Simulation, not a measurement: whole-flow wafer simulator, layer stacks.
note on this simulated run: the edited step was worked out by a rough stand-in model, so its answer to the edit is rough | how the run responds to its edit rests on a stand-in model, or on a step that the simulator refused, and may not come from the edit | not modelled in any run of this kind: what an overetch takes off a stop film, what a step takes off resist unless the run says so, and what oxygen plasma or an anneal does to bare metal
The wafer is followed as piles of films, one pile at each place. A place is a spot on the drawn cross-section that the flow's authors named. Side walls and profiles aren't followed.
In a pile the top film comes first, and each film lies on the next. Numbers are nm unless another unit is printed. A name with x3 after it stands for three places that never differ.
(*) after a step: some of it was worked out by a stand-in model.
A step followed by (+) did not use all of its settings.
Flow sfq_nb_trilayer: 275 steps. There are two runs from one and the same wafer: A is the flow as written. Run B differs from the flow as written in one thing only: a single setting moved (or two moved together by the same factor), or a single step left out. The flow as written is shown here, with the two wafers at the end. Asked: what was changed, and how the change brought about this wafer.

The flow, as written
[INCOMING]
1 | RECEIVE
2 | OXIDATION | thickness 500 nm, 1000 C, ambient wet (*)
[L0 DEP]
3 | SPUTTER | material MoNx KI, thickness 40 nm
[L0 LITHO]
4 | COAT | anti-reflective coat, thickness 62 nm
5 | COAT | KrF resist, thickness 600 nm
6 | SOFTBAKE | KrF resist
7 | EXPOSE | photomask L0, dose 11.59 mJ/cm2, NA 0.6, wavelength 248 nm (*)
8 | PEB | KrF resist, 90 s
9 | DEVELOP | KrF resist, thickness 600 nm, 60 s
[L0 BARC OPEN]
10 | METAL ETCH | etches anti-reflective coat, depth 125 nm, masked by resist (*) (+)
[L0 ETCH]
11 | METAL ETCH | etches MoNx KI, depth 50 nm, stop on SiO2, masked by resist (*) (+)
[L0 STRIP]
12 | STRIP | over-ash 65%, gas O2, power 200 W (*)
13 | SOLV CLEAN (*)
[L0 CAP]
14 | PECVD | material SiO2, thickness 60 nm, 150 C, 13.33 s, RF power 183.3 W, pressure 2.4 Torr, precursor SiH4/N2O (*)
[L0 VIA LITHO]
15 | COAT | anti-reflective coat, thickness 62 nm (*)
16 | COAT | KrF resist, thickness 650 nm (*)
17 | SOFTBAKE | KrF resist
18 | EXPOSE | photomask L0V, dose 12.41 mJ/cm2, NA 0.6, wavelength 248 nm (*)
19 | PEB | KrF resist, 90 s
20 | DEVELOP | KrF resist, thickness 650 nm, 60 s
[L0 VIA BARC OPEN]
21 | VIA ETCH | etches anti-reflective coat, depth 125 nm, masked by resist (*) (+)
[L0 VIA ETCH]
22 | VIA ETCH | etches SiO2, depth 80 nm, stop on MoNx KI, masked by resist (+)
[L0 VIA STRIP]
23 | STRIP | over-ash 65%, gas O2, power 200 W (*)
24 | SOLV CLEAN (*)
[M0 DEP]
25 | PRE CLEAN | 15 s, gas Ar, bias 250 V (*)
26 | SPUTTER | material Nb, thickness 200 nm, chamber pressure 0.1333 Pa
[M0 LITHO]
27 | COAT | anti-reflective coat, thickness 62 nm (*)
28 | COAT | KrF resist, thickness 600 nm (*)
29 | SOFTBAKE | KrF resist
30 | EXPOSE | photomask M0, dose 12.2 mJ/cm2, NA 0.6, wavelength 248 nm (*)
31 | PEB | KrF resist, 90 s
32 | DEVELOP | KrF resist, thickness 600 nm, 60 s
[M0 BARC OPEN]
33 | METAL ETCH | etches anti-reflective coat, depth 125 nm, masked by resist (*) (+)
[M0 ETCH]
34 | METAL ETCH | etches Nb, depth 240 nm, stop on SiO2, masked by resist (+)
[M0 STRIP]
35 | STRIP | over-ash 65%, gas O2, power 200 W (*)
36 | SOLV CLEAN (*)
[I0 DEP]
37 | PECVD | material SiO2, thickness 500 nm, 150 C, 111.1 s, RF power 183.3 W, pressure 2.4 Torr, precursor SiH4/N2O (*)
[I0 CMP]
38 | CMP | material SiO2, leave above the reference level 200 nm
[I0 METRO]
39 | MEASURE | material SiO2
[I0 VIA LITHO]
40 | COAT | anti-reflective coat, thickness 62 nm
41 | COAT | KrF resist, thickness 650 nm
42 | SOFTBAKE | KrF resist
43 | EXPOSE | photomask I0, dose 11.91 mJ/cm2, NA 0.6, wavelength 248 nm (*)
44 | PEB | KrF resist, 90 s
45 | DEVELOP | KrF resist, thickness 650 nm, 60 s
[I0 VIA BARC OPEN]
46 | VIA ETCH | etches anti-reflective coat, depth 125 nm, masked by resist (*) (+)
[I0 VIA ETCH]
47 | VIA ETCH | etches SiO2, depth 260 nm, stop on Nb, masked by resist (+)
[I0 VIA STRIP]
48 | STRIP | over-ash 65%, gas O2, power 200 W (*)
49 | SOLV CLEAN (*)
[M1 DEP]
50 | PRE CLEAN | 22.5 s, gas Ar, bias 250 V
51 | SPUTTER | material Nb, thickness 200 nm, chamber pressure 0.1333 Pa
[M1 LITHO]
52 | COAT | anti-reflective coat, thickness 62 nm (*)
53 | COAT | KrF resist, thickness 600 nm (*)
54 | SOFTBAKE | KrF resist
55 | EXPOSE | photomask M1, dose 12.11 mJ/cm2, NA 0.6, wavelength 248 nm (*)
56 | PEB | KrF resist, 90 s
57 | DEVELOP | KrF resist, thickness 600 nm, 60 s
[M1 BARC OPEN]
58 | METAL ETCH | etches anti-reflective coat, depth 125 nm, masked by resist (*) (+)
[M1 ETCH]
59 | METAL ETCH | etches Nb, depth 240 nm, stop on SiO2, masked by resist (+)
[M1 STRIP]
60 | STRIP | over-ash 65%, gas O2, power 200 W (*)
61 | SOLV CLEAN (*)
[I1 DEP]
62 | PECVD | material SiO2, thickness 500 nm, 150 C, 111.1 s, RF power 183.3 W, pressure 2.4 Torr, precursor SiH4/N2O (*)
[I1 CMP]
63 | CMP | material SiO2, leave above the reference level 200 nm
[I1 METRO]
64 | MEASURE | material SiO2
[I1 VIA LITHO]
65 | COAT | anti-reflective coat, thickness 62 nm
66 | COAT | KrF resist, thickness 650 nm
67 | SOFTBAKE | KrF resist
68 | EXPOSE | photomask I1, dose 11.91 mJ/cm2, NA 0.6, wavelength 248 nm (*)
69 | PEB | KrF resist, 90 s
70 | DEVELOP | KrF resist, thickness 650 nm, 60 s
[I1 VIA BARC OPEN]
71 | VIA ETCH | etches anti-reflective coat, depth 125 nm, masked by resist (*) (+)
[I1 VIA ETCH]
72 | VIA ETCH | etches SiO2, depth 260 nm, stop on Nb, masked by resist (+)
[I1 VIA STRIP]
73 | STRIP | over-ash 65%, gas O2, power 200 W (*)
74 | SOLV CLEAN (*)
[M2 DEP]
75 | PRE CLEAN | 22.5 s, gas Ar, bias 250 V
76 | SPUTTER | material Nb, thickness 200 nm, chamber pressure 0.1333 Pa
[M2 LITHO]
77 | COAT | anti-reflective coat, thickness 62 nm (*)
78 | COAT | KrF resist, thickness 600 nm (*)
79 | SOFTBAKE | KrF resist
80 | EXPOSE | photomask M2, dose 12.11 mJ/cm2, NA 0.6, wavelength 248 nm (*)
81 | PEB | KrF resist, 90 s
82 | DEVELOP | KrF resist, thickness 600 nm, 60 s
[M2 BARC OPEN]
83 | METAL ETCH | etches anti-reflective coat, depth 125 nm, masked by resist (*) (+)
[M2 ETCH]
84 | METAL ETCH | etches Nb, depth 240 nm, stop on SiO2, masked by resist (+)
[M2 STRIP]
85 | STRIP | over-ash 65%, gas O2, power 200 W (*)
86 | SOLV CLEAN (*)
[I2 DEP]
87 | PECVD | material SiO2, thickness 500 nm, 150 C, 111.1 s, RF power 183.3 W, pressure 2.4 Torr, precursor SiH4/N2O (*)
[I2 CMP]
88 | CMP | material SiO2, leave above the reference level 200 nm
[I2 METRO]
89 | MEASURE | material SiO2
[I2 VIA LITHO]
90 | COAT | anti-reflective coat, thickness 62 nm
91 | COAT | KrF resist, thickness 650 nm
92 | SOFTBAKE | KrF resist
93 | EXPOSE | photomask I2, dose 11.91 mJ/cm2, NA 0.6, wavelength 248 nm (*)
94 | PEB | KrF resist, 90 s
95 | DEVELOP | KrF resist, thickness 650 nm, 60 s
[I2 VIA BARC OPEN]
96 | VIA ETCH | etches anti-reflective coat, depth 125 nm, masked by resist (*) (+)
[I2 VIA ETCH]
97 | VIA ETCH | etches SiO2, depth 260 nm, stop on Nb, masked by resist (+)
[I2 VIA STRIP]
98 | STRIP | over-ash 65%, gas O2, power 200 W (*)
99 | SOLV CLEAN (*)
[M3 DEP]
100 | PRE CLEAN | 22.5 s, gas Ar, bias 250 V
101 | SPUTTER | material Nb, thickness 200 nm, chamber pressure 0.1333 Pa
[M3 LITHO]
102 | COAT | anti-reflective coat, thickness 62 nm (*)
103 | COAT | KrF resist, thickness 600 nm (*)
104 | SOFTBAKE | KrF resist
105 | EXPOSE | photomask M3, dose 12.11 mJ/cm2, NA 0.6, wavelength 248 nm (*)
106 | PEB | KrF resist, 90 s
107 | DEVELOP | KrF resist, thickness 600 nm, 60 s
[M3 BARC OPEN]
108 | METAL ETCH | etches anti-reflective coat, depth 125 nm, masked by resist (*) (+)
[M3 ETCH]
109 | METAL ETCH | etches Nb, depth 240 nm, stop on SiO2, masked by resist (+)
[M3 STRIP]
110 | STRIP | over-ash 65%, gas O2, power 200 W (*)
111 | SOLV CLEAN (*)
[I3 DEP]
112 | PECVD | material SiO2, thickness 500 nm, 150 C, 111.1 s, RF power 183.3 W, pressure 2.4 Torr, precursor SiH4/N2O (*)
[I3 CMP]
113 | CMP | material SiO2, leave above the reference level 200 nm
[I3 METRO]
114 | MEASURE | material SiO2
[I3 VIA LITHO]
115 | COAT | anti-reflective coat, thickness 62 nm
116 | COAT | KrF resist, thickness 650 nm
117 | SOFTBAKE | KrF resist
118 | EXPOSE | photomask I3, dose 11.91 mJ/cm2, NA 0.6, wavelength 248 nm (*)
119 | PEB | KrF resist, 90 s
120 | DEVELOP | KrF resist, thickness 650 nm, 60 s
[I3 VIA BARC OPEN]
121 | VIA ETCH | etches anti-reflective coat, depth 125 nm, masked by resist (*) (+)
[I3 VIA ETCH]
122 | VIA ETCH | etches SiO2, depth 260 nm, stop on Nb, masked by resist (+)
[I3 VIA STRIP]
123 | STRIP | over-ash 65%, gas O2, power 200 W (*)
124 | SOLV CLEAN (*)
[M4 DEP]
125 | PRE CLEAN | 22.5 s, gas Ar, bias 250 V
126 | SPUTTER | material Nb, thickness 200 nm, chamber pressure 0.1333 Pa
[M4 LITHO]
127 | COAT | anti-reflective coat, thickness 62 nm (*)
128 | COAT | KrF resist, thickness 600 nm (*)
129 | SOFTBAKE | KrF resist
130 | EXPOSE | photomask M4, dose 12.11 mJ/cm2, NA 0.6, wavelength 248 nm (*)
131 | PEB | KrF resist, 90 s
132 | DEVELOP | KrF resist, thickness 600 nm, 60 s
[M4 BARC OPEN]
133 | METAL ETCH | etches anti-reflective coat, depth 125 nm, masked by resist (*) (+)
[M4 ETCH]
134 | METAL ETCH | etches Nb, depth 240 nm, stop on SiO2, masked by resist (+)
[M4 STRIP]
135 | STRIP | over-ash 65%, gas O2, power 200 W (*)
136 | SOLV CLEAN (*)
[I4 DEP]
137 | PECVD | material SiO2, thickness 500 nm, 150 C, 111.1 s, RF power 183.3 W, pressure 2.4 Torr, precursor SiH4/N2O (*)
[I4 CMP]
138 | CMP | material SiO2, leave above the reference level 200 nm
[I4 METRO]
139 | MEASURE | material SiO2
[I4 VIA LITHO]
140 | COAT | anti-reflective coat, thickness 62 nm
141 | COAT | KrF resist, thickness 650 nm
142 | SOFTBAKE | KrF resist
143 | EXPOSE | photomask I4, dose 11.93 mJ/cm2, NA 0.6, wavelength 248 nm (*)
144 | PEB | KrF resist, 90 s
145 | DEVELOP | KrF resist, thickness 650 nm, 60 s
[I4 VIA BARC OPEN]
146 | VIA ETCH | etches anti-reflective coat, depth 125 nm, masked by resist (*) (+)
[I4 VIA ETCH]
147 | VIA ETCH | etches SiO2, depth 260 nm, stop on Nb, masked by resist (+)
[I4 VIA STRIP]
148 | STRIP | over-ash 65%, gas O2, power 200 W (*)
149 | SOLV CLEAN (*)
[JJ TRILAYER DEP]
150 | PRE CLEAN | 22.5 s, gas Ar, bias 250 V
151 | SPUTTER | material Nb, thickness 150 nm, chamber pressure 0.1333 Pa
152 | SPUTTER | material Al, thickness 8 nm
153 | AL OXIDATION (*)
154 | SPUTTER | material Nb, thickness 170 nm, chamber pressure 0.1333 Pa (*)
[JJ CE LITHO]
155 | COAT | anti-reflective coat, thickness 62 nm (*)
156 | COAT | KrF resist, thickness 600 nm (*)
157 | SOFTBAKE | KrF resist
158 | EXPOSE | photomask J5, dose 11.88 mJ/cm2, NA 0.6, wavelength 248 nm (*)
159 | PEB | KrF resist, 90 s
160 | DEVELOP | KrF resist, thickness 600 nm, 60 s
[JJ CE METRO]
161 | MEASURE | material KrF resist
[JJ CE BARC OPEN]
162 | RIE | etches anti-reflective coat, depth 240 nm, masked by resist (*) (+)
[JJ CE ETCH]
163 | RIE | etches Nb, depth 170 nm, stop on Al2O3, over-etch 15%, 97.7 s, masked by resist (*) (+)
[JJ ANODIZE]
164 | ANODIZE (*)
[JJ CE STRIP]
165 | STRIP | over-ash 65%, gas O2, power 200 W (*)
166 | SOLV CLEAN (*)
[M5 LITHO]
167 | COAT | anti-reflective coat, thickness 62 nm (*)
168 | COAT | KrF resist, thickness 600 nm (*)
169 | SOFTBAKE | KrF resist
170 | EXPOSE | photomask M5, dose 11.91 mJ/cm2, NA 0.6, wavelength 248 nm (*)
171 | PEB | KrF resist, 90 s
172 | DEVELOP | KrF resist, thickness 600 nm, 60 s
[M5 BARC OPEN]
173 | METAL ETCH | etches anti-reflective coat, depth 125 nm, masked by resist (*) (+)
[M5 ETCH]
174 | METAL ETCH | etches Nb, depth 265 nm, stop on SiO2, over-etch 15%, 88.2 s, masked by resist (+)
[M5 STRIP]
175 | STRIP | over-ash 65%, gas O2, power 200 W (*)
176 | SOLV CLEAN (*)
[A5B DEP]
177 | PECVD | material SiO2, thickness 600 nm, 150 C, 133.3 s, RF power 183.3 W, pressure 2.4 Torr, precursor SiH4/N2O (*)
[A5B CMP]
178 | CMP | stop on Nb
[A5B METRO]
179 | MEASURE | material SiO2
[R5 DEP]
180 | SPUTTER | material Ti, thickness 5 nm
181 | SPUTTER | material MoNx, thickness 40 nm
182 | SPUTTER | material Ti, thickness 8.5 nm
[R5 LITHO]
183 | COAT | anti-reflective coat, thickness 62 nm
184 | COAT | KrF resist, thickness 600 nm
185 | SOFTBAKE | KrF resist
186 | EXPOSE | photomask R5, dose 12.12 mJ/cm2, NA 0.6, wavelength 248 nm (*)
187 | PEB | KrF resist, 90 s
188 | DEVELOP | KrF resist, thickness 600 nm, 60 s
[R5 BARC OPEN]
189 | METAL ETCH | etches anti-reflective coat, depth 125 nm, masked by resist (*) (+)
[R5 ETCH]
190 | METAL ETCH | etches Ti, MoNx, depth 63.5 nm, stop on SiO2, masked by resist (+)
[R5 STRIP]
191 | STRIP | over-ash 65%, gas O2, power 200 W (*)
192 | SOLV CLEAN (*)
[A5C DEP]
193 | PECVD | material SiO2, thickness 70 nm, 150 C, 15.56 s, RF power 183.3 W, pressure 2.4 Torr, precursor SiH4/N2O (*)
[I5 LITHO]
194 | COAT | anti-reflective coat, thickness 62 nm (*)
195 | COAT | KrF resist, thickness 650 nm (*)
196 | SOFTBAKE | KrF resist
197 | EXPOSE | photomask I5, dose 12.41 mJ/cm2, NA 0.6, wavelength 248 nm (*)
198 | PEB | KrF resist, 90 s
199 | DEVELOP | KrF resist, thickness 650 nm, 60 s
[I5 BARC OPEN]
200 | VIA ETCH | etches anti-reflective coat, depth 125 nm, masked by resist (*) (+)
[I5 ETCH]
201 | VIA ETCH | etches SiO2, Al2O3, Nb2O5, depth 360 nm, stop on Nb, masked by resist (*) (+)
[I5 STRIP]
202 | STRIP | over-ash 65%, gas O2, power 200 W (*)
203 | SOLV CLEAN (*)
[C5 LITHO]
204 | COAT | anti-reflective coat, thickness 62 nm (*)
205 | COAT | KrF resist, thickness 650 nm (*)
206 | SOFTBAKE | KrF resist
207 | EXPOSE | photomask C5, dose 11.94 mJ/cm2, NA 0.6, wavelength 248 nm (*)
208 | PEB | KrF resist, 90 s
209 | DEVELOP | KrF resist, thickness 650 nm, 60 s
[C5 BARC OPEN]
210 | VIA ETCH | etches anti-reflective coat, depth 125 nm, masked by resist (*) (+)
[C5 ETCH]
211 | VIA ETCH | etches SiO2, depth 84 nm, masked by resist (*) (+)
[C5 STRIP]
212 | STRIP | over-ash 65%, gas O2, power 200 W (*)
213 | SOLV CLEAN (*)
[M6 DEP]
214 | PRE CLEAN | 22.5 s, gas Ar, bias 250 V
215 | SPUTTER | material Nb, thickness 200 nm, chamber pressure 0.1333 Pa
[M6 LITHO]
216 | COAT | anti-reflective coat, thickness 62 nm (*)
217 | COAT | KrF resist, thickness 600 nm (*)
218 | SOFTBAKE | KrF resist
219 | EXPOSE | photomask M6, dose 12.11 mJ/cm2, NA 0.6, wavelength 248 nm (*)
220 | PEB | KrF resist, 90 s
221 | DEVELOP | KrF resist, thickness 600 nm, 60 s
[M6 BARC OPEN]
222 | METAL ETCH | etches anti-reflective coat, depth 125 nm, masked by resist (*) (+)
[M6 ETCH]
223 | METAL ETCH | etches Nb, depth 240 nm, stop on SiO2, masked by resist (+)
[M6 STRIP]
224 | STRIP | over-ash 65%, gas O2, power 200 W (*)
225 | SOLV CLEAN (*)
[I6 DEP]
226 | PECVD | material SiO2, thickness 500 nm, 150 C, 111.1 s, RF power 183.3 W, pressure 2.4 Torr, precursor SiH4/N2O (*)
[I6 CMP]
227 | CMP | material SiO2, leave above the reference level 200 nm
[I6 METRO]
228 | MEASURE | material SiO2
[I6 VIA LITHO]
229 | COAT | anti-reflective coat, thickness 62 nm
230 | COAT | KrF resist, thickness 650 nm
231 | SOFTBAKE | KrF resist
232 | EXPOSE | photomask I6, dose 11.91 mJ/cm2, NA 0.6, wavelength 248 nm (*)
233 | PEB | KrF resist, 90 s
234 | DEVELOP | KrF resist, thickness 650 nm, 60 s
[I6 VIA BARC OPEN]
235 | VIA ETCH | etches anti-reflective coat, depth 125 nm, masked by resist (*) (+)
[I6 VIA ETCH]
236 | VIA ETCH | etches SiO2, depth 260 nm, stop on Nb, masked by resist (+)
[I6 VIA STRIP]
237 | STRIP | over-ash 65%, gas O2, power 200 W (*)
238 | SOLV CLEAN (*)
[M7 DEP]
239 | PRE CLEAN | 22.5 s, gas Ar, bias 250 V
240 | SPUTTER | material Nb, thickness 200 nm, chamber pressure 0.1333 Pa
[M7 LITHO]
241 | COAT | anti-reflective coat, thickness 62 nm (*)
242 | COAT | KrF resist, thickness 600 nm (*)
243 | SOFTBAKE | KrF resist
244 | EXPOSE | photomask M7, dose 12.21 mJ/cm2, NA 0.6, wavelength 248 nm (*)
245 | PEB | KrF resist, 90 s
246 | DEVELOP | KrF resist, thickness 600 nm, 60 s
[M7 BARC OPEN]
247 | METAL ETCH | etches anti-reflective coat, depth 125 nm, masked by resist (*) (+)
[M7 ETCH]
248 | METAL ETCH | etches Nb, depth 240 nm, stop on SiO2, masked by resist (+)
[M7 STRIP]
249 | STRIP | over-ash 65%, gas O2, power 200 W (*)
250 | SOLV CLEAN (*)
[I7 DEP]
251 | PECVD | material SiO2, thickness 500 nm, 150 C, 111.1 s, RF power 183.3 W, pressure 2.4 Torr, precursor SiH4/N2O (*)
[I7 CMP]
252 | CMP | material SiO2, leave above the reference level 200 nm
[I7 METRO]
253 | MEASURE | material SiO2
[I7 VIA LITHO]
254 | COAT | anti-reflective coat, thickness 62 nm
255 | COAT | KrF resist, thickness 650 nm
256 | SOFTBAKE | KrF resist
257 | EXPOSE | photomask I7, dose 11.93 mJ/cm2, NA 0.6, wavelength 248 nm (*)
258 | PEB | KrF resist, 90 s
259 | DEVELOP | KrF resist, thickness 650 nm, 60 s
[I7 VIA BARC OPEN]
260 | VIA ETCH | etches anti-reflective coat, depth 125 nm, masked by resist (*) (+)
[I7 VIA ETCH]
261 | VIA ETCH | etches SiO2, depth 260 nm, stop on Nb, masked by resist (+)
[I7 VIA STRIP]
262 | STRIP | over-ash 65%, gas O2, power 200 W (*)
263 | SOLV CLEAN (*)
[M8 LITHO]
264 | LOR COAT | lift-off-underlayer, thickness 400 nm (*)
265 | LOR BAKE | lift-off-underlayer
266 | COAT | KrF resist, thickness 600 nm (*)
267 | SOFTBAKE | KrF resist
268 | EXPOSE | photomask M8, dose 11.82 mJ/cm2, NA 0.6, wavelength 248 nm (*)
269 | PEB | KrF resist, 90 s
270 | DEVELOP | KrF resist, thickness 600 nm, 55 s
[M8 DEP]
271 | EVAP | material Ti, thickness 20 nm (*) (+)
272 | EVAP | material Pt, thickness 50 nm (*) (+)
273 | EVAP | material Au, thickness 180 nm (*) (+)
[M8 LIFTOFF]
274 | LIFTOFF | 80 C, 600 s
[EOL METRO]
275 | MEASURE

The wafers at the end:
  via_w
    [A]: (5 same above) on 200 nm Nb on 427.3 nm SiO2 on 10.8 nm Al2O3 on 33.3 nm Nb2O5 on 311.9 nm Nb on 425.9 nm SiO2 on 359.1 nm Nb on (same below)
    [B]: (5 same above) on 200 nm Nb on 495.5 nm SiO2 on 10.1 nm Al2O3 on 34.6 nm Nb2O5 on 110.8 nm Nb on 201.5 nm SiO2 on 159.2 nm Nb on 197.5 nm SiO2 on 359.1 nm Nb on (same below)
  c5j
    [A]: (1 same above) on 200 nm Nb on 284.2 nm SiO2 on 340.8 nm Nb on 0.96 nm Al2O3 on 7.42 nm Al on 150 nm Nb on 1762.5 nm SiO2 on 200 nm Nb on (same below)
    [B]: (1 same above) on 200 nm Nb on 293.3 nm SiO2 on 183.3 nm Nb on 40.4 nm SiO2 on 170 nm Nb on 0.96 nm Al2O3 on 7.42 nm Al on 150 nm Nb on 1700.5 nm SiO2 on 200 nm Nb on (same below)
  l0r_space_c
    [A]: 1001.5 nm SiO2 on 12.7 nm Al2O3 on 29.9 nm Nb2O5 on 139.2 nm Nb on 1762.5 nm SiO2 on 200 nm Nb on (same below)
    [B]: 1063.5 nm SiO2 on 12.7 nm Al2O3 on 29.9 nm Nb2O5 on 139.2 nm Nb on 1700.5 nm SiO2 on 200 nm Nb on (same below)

Cause: step 112, PECVD: thickness 238 nm was run, while the flow as written has thickness 500 nm; step 112, PECVD: 52.78 s was run, where the flow has 111.1 s.

Step by step, how the change led to this:
  112 | PECVD | material SiO2, thickness 500 nm, 150 C, 111.1 s, RF power 183.3 W, pressure 2.4 Torr, precursor SiH4/N2O (*)
      field_l, be, be_sur and 64 more: A SiO2 gains 500 | B SiO2 gains 238
      v_sur, via_wl, via_wr and 27 more: A SiO2 gains 500 (new film) | B SiO2 gains 238 (new film)
      (as well as at 9 more places)
  113 | CMP | material SiO2, leave above the reference level 200 nm
      field_l, be, be_sur and 64 more: A SiO2 loses 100 | B nothing
      p4_g1, p4_g2, p3_s0, p3_s1, p3_s2, p3_s3, p3_s4, p3_s5: A SiO2 loses 157.1 | B nothing
      (as well as at 31 more places)
  115 | COAT | anti-reflective coat, thickness 62 nm
      gap, ce_l, ce_r: A anti-reflective coat gains 62 (new film) | B anti-reflective coat gains 63.7 (new film)
      p3_s1, p3_s2, p3_s3: A anti-reflective coat gains 62 (new film) | B anti-reflective coat gains 106.1 (new film)
      (as well as at 81 more places)
  116 | COAT | KrF resist, thickness 650 nm
      m0r_line_l, m6r_line_l, m7r_line_l: A KrF resist gains 650 (new film) | B KrF resist gains 681.6 (new film)
      m0r_space_l, m6r_space_l, m7r_space_l: A KrF resist gains 650 (new film) | B KrF resist gains 671.3 (new film)
      (as well as at 78 more places)
  120 | DEVELOP | KrF resist, thickness 650 nm, 60 s
      via_v: A KrF resist loses 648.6 (all of it) | B KrF resist loses 590.2 (all of it)
  121 | VIA ETCH | etches anti-reflective coat, depth 125 nm, masked by resist (*) (+)
      field_l, v_sur, via_wl and 102 more: A KrF resist loses 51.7 | B KrF resist loses 40.8
      via_v: A anti-reflective coat loses 62 (all of it), SiO2 loses 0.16 | B anti-reflective coat loses 49 (all of it), SiO2 loses 0.12
  123 | STRIP | over-ash 65%, gas O2, power 200 W (*)
      field_r, lsp_l, ln_m5: A KrF resist loses 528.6 (all of it), anti-reflective coat loses 62 (all of it) | B KrF resist loses 545.8 (all of it), anti-reflective coat loses 63 (all of it)
      m0r_line_l, m6r_line_l, m7r_line_l: A KrF resist loses 528.6 (all of it), anti-reflective coat loses 62 (all of it) | B KrF resist loses 571 (all of it), anti-reflective coat loses 62.2 (all of it)
      (as well as at 99 more places)
  126 | SPUTTER | material Nb, thickness 200 nm, chamber pressure 0.1333 Pa
      via_w: A Nb gains 200 (new film) | B Nb gains 159.2 (new film)
  127 | COAT | anti-reflective coat, thickness 62 nm (*)
      p3_l1, p3_l2, p3_l3: A anti-reflective coat gains 62 (new film) | B anti-reflective coat gains 43.7 (new film)
      p3_s1, p3_s2, p3_s3: A anti-reflective coat gains 62 (new film) | B anti-reflective coat gains 98.8 (new film)
      (as well as at 81 more places)
  128 | COAT | KrF resist, thickness 600 nm (*)
      m0r_line_l, m6r_line_l, m7r_line_l: A KrF resist gains 600 (new film) | B KrF resist gains 629.1 (new film)
      m0r_space_l, m6r_space_l, m7r_space_l: A KrF resist gains 600 (new film) | B KrF resist gains 621.8 (new film)
      (as well as at 78 more places)
  132 | DEVELOP | KrF resist, thickness 600 nm, 60 s
      m0r_line_l, m6r_line_l, m7r_line_l: A KrF resist loses 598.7 (all of it) | B KrF resist loses 627.8 (all of it)
      m0r_space_l, m6r_space_l, m7r_space_l: A KrF resist loses 598.7 (all of it) | B KrF resist loses 620.5 (all of it)
      (as well as at 42 more places)
  133 | METAL ETCH | etches anti-reflective coat, depth 125 nm, masked by resist (*) (+)
      m5r_linepad_l, m5r_linepad_r, r5r_spacepad_l, r5r_spacepad_r, m8r_pad_l, m8r_pad_r: A anti-reflective coat loses 62 (all of it) | B anti-reflective coat loses 125
      v_sur, via_wl, via_w and 36 more: A KrF resist loses 51.7 | B KrF resist loses 69.4
      (as well as at 45 more places)
  134 | METAL ETCH | etches Nb, depth 240 nm, stop on SiO2, masked by resist (+)
      m5r_linepad_l, m5r_linepad_r: A Nb loses 200 (all of it) | B anti-reflective coat loses 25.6 (all of it), Nb loses 200 (all of it)
      r5r_spacepad_l, r5r_spacepad_r: A Nb loses 200 (all of it) | B anti-reflective coat loses 26 (all of it), Nb loses 200 (all of it)
      (as well as at 2 more places)
  135 | STRIP | over-ash 65%, gas O2, power 200 W (*)
      v_sur: A KrF resist loses 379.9 (all of it), anti-reflective coat loses 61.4 (all of it) | B KrF resist loses 279.2 (all of it), anti-reflective coat loses 40 (all of it)
      via_wl: A KrF resist loses 379.4 (all of it), anti-reflective coat loses 61.3 (all of it) | B KrF resist loses 288.1 (all of it), anti-reflective coat loses 33.6 (all of it)
      (as well as at 37 more places)
  137 | PECVD | material SiO2, thickness 500 nm, 150 C, 111.1 s, RF power 183.3 W, pressure 2.4 Torr, precursor SiH4/N2O (*)
      p3_s0, p3_s1, p3_s2, p3_s3, p3_s4, p3_s5: A SiO2 gains 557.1 | B SiO2 gains 500
      p4_g1, p4_g2: A SiO2 gains 500 (new film) | B SiO2 gains 519.1 (new film)
      (as well as at 1 more place)
  138 | CMP | material SiO2, leave above the reference level 200 nm
      field_l, be, be_sur and 55 more: A SiO2 loses 100 | B nothing
      p3_s0, p3_s1, p3_s2, p3_s3, p3_s4, p3_s5: A SiO2 loses 157.1 | B nothing
      (as well as at 12 more places)
  ... 59 further steps ...
  274 | LIFTOFF | 80 C, 600 s
      be: A Au loses 180 (all of it), Pt loses 50 (all of it), Ti loses 20 (all of it), KrF resist loses 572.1 (all of it), lift-off-underlayer loses 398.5 (all of it) | B Au loses 180 (all of it), Pt loses 50 (all of it), Ti loses 20 (all of it), KrF resist loses 600.5 (all of it), lift-off-underlayer loses 669 (all of it)
      be_sur: A Au loses 180 (all of it), Pt loses 50 (all of it), Ti loses 20 (all of it), KrF resist loses 572.6 (all of it), lift-off-underlayer loses 398.9 (all of it) | B Au loses 180 (all of it), Pt loses 50 (all of it), Ti loses 20 (all of it), KrF resist loses 582.6 (all of it), lift-off-underlayer loses 376.9 (all of it)
Taking metal films that touch as one body, via_w has 6 bodies (between them, from the top down: SiO2 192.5; SiO2 495.5 / Al2O3 10.1 / Nb2O5 34.6; SiO2 201.5; SiO2 197.5; SiO2 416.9); the flow as written gives 5 bodies (between them, from the top down: SiO2 192.5; SiO2 427.3 / Al2O3 10.8 / Nb2O5 33.3; SiO2 425.9; SiO2 416.9).
Taking metal films that touch as one body, c5j has 5 bodies (between them, from the top down: SiO2 293.3; SiO2 40.4; Al2O3 0.96; SiO2 1700.5); the flow as written gives 4 bodies (between them, from the top down: SiO2 284.2; Al2O3 0.96; SiO2 1762.5).
